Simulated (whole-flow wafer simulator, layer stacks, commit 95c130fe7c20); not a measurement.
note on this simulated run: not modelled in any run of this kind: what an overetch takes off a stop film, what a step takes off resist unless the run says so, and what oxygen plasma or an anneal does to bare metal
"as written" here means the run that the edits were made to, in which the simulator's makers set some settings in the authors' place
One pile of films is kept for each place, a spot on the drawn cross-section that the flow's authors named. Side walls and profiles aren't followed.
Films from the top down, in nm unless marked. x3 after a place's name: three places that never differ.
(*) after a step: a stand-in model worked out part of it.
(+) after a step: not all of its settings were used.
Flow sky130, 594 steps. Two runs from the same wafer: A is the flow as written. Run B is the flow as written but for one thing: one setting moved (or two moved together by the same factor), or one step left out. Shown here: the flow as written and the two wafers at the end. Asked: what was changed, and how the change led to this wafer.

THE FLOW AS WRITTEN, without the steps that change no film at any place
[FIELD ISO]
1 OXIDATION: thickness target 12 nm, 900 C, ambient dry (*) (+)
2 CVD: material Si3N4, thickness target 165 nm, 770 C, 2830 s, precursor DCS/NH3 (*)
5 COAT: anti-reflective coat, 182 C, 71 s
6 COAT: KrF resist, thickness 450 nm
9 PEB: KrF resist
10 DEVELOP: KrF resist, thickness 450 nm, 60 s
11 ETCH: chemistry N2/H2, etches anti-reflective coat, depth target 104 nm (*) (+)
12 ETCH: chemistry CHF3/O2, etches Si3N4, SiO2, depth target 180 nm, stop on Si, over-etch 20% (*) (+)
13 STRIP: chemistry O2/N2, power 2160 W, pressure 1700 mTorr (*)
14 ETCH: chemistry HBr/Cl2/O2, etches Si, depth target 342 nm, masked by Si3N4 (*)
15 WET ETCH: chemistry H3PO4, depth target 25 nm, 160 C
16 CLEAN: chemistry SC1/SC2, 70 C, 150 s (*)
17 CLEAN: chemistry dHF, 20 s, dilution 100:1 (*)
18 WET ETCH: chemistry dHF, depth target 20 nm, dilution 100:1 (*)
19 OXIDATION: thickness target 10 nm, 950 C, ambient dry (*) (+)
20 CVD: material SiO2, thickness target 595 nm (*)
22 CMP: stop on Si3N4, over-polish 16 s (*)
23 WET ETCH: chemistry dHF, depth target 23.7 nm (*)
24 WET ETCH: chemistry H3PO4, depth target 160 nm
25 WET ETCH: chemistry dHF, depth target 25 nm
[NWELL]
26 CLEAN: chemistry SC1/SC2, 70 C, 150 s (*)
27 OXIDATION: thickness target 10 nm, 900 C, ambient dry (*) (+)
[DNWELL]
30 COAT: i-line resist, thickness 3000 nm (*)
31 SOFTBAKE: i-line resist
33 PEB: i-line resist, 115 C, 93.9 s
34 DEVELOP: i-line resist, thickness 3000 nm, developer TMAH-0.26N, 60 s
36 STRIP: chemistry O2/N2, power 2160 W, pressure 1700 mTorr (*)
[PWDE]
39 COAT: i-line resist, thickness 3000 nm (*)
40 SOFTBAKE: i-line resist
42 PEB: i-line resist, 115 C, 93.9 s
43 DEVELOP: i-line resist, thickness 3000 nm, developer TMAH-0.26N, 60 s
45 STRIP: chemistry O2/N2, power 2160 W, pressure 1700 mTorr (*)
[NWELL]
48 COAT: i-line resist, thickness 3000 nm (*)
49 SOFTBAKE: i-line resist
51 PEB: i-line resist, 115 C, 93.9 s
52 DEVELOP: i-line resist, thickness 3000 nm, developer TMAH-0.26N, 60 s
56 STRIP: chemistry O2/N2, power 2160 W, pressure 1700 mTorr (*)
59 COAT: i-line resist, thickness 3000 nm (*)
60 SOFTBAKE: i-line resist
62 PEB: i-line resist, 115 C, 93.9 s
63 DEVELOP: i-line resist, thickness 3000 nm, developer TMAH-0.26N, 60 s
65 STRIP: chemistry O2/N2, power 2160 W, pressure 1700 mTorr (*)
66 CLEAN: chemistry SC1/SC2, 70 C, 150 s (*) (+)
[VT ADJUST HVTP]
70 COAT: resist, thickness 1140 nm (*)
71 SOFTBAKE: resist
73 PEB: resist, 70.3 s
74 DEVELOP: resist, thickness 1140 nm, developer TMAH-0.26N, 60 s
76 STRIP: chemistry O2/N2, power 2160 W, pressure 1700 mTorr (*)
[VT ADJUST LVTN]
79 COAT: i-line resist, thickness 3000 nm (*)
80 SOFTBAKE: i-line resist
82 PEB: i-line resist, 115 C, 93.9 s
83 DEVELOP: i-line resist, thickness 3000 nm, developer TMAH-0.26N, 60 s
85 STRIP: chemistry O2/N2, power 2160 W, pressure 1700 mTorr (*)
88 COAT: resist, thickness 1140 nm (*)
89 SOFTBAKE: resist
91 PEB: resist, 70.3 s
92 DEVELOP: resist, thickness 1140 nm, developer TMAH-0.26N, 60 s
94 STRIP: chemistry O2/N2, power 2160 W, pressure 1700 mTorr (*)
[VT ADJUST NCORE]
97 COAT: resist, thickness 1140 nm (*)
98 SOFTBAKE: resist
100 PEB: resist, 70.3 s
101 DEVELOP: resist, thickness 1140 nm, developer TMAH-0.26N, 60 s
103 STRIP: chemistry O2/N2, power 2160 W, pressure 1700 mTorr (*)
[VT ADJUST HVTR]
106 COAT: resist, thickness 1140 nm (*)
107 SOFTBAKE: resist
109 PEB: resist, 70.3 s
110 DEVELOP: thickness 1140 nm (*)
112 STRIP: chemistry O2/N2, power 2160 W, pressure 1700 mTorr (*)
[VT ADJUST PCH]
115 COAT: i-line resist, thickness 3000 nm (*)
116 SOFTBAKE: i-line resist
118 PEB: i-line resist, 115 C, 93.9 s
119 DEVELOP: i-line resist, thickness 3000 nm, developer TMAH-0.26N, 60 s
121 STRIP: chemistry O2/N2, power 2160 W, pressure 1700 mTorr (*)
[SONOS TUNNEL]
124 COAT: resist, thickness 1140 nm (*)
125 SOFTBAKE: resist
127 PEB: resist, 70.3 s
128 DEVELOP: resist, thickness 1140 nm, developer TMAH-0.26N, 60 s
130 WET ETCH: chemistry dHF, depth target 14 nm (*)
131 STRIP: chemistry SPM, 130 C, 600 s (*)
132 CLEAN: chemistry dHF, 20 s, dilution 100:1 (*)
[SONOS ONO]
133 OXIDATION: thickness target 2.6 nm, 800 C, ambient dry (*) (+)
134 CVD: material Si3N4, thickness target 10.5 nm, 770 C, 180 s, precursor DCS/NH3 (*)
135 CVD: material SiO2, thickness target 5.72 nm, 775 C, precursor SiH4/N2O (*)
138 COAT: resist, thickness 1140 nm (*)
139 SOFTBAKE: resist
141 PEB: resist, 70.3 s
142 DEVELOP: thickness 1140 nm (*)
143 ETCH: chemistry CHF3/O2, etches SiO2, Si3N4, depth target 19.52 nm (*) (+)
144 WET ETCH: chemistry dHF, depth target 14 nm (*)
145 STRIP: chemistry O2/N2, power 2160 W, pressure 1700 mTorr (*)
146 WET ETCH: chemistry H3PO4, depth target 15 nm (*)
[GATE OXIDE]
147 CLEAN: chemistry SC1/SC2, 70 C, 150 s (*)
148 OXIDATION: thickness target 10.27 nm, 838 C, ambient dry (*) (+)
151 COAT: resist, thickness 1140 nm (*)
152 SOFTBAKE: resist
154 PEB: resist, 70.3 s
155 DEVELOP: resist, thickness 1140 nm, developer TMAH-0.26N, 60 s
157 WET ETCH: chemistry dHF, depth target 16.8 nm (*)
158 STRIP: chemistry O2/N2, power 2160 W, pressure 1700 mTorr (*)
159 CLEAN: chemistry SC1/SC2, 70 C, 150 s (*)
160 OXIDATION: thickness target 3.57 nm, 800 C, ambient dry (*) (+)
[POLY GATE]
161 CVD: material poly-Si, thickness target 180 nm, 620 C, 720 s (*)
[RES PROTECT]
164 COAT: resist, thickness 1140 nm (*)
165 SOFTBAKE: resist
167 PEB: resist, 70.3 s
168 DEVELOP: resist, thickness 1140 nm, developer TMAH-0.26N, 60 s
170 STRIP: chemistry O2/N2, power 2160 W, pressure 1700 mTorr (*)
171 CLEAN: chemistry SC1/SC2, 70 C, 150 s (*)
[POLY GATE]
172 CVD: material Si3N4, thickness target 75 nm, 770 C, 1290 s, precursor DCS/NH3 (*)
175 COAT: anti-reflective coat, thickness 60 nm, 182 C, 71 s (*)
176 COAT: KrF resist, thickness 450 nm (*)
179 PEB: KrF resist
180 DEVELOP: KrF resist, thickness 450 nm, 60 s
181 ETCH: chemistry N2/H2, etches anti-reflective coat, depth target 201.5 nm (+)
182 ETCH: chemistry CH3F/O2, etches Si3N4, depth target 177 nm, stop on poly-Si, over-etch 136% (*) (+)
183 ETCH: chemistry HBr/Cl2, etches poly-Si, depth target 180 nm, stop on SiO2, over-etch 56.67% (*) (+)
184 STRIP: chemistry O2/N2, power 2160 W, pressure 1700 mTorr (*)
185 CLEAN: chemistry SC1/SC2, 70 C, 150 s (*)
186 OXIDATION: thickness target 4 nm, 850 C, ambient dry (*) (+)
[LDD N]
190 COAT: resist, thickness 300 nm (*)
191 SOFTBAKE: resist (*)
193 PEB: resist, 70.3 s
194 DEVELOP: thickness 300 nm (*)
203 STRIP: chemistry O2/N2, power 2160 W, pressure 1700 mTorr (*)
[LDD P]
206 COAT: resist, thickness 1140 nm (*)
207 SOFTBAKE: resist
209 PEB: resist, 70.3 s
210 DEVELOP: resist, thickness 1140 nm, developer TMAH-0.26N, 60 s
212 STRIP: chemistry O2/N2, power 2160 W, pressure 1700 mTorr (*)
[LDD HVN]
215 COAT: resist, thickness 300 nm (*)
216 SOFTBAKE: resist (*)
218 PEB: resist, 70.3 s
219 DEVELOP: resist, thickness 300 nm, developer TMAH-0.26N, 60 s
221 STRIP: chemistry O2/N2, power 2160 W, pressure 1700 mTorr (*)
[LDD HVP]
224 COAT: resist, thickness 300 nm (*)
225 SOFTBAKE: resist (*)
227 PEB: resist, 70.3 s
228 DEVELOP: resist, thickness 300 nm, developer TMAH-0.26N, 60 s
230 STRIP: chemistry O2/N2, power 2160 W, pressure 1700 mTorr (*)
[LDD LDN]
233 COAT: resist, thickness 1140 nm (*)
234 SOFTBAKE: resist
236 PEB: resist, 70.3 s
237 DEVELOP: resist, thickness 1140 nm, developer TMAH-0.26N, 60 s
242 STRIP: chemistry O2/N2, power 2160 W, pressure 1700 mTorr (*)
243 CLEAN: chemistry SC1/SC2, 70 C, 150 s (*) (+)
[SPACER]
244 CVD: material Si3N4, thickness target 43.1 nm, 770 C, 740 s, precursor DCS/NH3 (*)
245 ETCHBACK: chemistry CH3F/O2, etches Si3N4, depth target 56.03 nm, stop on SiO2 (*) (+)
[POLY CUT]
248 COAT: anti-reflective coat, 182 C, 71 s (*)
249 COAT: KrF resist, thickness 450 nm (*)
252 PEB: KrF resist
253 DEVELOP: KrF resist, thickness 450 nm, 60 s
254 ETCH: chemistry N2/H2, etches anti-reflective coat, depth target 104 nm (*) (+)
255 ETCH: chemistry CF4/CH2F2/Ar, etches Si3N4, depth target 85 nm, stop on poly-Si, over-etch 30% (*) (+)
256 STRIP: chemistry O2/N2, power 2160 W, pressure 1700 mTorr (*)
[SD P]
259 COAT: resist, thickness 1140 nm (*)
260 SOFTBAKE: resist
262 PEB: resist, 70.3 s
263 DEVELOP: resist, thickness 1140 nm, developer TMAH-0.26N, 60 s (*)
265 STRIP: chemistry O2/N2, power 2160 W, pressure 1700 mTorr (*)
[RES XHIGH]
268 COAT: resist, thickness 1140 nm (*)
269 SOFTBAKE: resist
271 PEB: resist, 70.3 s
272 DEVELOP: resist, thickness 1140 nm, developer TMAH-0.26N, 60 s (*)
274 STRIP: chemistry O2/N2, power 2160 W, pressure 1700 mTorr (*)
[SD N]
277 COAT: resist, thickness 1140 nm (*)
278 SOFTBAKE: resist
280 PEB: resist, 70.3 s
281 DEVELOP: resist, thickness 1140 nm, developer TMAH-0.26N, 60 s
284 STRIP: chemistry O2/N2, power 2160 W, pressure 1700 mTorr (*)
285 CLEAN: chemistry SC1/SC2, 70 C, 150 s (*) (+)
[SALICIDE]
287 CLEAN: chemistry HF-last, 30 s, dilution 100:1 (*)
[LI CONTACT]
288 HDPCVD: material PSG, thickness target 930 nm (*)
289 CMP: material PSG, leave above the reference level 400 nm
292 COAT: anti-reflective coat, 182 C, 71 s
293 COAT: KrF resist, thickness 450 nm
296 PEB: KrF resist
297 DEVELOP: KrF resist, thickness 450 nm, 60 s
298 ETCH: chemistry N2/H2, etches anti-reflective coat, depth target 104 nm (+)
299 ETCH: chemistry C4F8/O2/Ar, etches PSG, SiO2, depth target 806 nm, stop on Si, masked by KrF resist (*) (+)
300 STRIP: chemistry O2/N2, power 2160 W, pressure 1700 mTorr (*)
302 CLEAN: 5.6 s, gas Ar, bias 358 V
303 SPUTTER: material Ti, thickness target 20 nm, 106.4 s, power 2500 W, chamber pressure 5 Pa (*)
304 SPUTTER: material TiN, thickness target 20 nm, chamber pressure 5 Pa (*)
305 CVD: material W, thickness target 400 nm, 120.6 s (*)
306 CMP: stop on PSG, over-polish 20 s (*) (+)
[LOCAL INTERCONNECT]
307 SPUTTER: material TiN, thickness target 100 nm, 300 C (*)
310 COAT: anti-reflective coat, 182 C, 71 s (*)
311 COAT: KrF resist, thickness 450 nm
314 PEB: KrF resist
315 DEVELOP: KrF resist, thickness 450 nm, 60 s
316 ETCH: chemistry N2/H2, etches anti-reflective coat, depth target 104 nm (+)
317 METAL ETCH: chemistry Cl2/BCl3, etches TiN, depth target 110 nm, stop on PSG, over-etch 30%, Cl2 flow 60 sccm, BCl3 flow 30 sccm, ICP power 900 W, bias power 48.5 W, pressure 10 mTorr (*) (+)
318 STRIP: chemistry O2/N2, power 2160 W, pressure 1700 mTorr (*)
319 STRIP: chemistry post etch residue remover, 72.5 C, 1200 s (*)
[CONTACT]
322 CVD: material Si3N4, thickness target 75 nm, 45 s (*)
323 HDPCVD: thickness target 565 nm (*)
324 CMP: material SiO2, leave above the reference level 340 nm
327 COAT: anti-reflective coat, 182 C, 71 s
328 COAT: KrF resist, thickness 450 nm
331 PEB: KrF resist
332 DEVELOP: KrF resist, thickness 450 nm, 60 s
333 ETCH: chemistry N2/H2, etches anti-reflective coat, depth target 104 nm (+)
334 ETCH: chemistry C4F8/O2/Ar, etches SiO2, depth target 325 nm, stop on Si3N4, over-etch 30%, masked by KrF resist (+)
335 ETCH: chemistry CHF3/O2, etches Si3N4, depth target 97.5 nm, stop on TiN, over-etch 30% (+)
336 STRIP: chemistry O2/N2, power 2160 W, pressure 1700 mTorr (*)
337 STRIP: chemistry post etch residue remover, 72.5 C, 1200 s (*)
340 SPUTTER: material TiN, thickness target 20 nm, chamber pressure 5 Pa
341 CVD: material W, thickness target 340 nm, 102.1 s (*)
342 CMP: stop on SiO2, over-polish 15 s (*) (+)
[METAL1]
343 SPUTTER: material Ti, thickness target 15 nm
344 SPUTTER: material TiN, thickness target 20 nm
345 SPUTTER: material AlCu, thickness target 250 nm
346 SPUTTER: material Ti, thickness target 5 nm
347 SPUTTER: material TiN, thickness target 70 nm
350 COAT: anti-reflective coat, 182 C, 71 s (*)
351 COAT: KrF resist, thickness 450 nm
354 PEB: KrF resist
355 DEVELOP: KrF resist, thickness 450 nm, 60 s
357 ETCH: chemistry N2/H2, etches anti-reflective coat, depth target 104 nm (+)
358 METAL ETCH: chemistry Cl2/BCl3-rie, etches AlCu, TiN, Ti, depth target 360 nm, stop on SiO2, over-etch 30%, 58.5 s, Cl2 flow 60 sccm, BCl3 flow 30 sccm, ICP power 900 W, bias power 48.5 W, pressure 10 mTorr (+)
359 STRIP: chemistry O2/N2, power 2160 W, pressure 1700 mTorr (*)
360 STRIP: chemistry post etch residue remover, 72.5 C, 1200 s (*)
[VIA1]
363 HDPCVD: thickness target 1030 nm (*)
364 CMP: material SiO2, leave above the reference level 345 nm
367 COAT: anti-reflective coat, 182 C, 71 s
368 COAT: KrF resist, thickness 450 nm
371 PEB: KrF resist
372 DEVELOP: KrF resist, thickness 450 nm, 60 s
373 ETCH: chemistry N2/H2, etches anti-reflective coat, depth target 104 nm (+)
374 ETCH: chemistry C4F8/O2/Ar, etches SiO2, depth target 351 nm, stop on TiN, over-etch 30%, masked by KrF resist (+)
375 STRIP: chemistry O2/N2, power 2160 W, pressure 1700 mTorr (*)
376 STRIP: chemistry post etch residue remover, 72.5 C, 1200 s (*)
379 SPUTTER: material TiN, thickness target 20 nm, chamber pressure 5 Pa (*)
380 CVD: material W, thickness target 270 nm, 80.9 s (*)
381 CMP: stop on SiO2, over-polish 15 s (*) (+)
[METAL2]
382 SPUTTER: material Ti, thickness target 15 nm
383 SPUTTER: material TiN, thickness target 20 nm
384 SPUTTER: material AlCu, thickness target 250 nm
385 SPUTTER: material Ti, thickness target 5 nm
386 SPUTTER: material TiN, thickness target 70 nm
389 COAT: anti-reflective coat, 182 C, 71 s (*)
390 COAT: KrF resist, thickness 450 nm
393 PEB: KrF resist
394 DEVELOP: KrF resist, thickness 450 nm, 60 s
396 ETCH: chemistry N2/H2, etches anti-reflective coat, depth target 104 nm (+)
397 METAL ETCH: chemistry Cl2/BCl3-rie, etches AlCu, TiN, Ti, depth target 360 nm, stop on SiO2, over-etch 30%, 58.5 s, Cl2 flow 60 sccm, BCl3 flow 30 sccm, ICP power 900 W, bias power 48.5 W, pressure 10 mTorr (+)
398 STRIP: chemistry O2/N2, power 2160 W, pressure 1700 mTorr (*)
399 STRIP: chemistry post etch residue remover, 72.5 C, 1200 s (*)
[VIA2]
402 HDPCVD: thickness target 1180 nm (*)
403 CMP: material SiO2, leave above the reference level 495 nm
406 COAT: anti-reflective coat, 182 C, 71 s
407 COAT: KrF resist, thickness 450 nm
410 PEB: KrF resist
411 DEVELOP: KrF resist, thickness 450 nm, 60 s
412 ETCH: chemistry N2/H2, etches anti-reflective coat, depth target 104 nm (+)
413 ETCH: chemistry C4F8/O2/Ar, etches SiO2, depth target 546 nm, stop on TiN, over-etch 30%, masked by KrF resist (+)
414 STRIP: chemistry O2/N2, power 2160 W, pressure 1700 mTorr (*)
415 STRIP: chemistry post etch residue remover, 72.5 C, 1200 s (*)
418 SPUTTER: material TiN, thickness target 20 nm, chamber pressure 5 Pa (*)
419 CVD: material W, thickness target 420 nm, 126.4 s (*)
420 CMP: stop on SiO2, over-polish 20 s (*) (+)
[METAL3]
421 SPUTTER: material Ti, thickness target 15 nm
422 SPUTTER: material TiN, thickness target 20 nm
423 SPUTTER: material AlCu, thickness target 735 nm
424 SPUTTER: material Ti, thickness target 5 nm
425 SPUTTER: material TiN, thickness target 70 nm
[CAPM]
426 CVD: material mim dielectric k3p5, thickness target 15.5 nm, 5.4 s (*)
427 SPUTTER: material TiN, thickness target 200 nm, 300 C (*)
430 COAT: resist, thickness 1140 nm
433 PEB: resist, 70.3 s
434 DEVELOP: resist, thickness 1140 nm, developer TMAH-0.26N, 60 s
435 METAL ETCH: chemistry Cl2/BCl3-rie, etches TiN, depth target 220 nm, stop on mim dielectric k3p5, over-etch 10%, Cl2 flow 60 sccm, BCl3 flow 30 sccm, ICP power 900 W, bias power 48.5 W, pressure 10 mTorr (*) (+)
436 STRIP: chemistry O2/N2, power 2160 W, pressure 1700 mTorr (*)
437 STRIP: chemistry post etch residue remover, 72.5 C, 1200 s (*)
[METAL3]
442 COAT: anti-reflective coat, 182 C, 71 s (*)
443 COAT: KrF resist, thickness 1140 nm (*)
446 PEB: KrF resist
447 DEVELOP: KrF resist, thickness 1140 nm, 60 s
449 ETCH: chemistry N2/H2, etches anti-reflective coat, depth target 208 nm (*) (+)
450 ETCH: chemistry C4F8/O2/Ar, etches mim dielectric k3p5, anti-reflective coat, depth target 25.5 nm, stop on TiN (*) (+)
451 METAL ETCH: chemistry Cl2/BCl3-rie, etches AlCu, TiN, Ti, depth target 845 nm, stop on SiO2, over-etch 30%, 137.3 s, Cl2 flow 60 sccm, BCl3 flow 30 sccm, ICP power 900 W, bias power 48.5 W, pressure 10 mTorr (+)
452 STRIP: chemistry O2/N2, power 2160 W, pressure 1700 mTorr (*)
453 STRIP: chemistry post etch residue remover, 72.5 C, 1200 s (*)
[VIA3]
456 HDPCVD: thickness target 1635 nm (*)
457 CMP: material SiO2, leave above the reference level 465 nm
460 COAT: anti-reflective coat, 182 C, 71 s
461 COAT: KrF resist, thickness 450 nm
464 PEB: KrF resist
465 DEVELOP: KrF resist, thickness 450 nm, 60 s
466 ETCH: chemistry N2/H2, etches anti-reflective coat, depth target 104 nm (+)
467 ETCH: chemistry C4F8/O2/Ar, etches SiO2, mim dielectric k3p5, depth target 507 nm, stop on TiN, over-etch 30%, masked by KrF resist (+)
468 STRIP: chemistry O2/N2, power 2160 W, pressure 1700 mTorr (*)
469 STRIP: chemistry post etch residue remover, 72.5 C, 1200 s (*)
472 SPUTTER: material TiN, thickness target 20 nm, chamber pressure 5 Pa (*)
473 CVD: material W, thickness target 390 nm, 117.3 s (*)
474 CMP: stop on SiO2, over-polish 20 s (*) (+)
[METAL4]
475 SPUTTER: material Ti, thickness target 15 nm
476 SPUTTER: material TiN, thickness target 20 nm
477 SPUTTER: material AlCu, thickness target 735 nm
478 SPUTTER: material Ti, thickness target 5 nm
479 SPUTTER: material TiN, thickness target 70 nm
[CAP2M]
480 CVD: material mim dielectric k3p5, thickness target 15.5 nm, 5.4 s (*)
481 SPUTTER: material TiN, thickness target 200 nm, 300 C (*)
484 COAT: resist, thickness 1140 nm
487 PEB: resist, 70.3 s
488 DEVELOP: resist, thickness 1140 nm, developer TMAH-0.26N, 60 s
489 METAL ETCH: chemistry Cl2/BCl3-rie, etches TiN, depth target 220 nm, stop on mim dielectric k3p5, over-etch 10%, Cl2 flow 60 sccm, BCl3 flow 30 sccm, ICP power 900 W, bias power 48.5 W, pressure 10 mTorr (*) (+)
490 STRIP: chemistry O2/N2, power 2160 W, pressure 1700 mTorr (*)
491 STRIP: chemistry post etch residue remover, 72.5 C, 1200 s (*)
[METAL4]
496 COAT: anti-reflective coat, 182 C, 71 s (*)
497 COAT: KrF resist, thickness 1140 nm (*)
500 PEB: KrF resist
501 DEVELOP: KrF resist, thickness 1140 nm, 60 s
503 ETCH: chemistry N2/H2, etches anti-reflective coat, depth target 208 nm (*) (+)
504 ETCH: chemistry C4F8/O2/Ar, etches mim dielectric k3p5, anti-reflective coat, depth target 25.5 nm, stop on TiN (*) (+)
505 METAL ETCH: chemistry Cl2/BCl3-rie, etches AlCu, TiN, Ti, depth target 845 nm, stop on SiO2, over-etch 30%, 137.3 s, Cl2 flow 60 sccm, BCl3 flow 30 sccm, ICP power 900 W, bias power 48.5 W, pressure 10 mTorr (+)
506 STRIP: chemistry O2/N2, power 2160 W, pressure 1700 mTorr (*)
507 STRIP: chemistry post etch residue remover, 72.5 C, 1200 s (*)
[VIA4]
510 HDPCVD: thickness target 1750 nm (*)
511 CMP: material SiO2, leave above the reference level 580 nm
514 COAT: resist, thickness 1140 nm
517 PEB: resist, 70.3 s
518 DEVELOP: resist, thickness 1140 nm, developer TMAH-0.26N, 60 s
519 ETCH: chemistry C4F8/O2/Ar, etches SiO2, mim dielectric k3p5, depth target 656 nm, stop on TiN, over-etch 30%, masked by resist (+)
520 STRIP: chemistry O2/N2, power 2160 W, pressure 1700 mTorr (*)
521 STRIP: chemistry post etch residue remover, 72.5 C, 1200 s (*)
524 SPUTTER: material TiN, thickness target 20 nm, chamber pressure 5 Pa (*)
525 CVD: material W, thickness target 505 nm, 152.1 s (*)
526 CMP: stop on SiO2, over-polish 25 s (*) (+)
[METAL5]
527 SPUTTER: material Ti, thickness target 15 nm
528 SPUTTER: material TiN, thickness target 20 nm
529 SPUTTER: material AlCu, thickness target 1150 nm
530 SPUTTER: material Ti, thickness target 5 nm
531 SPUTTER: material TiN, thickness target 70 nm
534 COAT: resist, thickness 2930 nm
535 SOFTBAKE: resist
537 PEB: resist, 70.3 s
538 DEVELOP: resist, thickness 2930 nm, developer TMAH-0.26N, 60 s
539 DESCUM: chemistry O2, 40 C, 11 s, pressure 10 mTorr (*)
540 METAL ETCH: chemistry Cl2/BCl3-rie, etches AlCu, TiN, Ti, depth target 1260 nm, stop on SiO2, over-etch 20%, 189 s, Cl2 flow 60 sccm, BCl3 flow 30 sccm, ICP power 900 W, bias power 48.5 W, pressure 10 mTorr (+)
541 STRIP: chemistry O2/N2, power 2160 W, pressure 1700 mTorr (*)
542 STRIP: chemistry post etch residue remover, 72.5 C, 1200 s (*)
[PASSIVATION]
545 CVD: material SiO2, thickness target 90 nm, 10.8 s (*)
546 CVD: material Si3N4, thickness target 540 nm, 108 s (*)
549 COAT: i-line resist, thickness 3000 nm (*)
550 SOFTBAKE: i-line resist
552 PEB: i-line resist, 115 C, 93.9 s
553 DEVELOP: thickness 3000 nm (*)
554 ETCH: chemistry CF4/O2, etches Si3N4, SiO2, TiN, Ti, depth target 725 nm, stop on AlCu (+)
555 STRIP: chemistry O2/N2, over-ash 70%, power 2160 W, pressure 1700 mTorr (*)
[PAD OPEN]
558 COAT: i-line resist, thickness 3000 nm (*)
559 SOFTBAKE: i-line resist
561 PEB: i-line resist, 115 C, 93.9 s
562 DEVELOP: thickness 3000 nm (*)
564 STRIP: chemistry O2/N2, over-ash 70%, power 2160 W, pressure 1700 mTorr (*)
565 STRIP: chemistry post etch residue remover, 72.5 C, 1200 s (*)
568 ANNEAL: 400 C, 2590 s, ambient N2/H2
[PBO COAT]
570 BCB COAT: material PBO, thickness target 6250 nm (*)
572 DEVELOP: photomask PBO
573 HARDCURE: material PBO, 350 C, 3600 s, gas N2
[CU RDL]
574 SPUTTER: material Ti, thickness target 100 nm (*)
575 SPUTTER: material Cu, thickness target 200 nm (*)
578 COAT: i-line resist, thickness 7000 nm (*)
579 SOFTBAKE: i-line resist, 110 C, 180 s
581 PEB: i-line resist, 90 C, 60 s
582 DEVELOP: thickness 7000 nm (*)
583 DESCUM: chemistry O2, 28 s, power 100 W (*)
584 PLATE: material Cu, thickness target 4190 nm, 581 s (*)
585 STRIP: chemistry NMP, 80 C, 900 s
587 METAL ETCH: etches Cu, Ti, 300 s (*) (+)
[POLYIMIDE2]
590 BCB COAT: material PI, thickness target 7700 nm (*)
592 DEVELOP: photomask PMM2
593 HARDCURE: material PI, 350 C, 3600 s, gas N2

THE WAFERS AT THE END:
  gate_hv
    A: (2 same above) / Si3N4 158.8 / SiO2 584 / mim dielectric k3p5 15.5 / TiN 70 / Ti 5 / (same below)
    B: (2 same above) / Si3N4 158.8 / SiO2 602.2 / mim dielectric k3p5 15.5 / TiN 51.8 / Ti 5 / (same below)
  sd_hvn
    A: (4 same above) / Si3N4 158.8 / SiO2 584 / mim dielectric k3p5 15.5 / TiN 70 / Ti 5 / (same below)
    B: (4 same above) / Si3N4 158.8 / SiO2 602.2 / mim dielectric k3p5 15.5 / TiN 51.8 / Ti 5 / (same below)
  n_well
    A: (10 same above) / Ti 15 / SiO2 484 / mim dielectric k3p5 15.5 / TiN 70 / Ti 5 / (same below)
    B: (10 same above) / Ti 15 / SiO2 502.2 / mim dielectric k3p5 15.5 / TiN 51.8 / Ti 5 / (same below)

The cause: step 479, SPUTTER: thickness target 51.8 nm was run, where the flow has thickness target 70 nm.
It can be read off the wafer: gate_hv has TiN 51.8, and step 479 as written asks for 70 nm.

How the change led to this, step by step:
  479 SPUTTER: material TiN, thickness target 70 nm
      field, active, n_well and 189 more: A TiN +70 (new film) | B TiN +51.8 (new film)
  505 METAL ETCH: chemistry Cl2/BCl3-rie, etches AlCu, TiN, Ti, depth target 845 nm, stop on SiO2, over-etch 30%, 137.3 s, Cl2 flow 60 sccm, BCl3 flow 30 sccm, ICP power 900 W, bias power 48.5 W, pressure 10 mTorr (+)
      field, gate, spacer and 68 more: A TiN -70 (all of it), Ti -5 (all of it), AlCu -735 (all of it), TiN -20 (all of it), Ti -15 (all of it), SiO2 -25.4 | B TiN -51.8 (all of it), Ti -5 (all of it), AlCu -735 (all of it), TiN -20 (all of it), Ti -15 (all of it), SiO2 -27.2
      active, vpp_iso1, mim_edge_plate and 14 more: A TiN -70 (all of it), Ti -5 (all of it), AlCu -735 (all of it), TiN -20 (all of it), Ti -15 (all of it), SiO2 -25.3 | B TiN -51.8 (all of it), Ti -5 (all of it), AlCu -735 (all of it), TiN -20 (all of it), Ti -15 (all of it), SiO2 -27.2
  519 ETCH: chemistry C4F8/O2/Ar, etches SiO2, mim dielectric k3p5, depth target 656 nm, stop on TiN, over-etch 30%, masked by resist (+)
      m1: A SiO2 -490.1 (all of it), mim dielectric k3p5 -15.5 (all of it) | B SiO2 -508.3 (all of it), mim dielectric k3p5 -15.5 (all of it)
      via4_hole: A SiO2 -489.5 (all of it), mim dielectric k3p5 -15.5 (all of it) | B SiO2 -507.7 (all of it), mim dielectric k3p5 -15.5 (all of it)
